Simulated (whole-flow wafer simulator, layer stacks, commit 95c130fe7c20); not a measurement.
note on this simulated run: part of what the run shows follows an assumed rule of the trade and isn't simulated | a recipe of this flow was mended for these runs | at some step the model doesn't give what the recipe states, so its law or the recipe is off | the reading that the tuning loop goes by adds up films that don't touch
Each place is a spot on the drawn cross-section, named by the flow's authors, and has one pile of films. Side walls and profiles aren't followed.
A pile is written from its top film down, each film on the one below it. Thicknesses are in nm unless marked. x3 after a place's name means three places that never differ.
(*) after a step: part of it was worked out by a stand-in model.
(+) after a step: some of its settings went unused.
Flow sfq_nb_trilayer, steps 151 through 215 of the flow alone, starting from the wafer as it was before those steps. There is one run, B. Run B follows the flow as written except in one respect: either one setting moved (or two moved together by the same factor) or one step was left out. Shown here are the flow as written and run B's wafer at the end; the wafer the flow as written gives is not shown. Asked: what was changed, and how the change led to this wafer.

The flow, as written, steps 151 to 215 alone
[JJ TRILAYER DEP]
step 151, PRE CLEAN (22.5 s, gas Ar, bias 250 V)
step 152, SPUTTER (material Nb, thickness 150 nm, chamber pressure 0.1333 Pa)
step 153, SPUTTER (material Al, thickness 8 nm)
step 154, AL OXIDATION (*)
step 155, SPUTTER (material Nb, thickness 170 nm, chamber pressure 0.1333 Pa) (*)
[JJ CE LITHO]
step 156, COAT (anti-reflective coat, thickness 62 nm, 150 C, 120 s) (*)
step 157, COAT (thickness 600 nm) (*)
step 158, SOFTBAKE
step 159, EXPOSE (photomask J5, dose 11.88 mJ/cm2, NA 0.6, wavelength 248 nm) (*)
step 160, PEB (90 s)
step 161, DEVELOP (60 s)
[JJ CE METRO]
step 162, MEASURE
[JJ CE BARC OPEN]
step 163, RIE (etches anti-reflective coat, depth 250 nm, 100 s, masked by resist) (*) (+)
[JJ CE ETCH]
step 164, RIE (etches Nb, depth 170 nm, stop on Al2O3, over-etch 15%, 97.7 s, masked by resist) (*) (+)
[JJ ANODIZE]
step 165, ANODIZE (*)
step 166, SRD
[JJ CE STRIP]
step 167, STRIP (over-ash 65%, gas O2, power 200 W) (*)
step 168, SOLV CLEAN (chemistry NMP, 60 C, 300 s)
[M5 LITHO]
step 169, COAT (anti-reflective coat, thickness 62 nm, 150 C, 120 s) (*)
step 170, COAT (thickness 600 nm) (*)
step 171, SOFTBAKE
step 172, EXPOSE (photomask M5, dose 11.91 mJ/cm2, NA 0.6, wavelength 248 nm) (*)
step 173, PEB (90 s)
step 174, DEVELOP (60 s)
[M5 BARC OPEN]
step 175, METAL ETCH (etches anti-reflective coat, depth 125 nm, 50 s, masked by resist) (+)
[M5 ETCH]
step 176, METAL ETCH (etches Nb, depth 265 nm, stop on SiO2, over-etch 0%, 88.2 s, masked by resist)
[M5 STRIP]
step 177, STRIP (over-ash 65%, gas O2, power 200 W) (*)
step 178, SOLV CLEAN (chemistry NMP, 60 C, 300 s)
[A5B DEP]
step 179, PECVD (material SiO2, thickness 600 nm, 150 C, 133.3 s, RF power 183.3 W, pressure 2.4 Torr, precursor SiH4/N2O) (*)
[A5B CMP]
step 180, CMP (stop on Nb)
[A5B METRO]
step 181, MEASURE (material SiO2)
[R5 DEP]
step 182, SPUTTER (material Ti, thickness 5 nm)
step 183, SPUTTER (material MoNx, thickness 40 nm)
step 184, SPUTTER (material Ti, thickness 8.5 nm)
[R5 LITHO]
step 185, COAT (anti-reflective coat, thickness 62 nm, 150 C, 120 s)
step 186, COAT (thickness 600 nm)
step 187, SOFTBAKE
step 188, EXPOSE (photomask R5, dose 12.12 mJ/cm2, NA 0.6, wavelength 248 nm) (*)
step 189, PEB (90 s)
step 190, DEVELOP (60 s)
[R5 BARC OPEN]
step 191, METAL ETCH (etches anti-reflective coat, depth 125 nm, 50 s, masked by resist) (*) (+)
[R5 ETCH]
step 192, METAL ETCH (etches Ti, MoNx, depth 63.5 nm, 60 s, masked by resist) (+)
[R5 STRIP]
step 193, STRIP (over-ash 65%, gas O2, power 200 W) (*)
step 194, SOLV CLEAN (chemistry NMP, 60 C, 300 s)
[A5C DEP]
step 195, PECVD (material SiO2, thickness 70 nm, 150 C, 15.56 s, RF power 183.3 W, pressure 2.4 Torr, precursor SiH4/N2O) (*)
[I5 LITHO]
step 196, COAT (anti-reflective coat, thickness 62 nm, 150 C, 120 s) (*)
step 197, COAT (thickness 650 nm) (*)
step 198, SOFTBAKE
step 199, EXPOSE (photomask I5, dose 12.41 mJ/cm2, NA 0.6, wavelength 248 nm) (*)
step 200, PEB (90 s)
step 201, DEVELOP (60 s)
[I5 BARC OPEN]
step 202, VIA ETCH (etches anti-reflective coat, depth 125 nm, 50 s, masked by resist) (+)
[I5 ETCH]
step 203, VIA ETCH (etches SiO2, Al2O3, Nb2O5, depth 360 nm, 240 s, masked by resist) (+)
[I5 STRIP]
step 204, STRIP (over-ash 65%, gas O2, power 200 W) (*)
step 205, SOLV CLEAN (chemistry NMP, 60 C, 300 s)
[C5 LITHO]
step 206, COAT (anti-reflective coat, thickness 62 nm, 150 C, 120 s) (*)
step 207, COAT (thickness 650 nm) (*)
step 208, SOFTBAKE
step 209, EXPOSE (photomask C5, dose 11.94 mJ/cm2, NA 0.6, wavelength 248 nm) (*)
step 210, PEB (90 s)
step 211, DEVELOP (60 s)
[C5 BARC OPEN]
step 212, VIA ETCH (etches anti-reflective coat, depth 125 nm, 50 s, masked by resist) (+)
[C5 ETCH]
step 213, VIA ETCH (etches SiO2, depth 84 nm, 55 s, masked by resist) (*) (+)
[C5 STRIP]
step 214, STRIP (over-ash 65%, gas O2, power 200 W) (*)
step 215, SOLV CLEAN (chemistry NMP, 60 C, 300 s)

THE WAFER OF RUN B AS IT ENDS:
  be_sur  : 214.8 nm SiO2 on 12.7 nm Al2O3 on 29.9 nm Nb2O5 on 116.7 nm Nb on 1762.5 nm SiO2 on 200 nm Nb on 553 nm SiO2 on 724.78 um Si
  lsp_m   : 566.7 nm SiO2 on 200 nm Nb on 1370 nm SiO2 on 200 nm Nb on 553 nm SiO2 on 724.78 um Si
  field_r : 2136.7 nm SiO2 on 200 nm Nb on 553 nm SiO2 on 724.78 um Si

Cause: step 152, SPUTTER: thickness 127.5 nm was run, though the flow has thickness 150 nm.

How this came from the change, step by step:
  step 152, SPUTTER (material Nb, thickness 150 nm, chamber pressure 0.1333 Pa)
      field_l, v_sur, via_sp and 100 more: Nb gains 127.5 (new film) (as written it would have been: Nb gains 150 (new film))
      via_wl, via_w, via_wr: Nb gains 110.2 (as written it would have been: Nb gains 129.8)
  step 156, COAT (anti-reflective coat, thickness 62 nm, 150 C, 120 s) (*)
      via_wl, via_wr: anti-reflective coat gains 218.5 (new film) (as written it would have been: anti-reflective coat gains 224.3 (new film))
      via_w: anti-reflective coat gains 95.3 (new film) (as written it would have been: anti-reflective coat gains 97.3 (new film))
  step 163, RIE (etches anti-reflective coat, depth 250 nm, 100 s, masked by resist) (*) (+)
      via_wl, via_wr: anti-reflective coat loses 218.5 (all of it) (as written it would have been: anti-reflective coat loses 224.3 (all of it))
      via_w: anti-reflective coat loses 95.3 (all of it) (as written it would have been: anti-reflective coat loses 97.3 (all of it))
  step 169, COAT (anti-reflective coat, thickness 62 nm, 150 C, 120 s) (*)
      via_wl, via_wr: anti-reflective coat gains 180.3 (new film) (as written it would have been: anti-reflective coat gains 184 (new film))
      ce_l: anti-reflective coat gains 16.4 (new film) (as written it would have been: anti-reflective coat gains 17.1 (new film))
      (and at 1 other place as well)
  step 176, METAL ETCH (etches Nb, depth 265 nm, stop on SiO2, over-etch 0%, 88.2 s, masked by resist)
      field_l, res, r_end and 47 more: Al2O3 loses 12.6 (all of it), Nb2O5 loses 29.9 (all of it), Nb loses 116.7 (all of it), SiO2 loses 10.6 (as written it would have been: Al2O3 loses 12.6 (all of it), Nb2O5 loses 29.9 (all of it), Nb loses 139.2 (all of it), SiO2 loses 8.33)
      r_sur, wl_a_sl, wl_a_m6: Al2O3 loses 12.5 (all of it), Nb2O5 loses 29.9 (all of it), Nb loses 116.7 (all of it), SiO2 loses 10.6 (as written it would have been: Al2O3 loses 12.5 (all of it), Nb2O5 loses 29.9 (all of it), Nb loses 139.2 (all of it), SiO2 loses 8.33)
  step 177, STRIP (over-ash 65%, gas O2, power 200 W) (*)
      via_wl: KrF-resist-other-grade loses 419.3 (all of it), anti-reflective coat loses 180.3 (all of it) (as written it would have been: KrF-resist-other-grade loses 418.2 (all of it), anti-reflective coat loses 184 (all of it))
      via_wr: KrF-resist-other-grade loses 420.4 (all of it), anti-reflective coat loses 180.3 (all of it) (as written it would have been: KrF-resist-other-grade loses 419.2 (all of it), anti-reflective coat loses 184 (all of it))
      (and at 2 other places as well)
  step 180, CMP (stop on Nb)
      field_l, lsp_m, ln_m6 and 44 more: SiO2 loses 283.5 (as written it would have been: SiO2 loses 263.3)
      r_sur, res, r_end, moat, field_r, lsp_l: SiO2 loses 277.4 (as written it would have been: SiO2 loses 256.4)
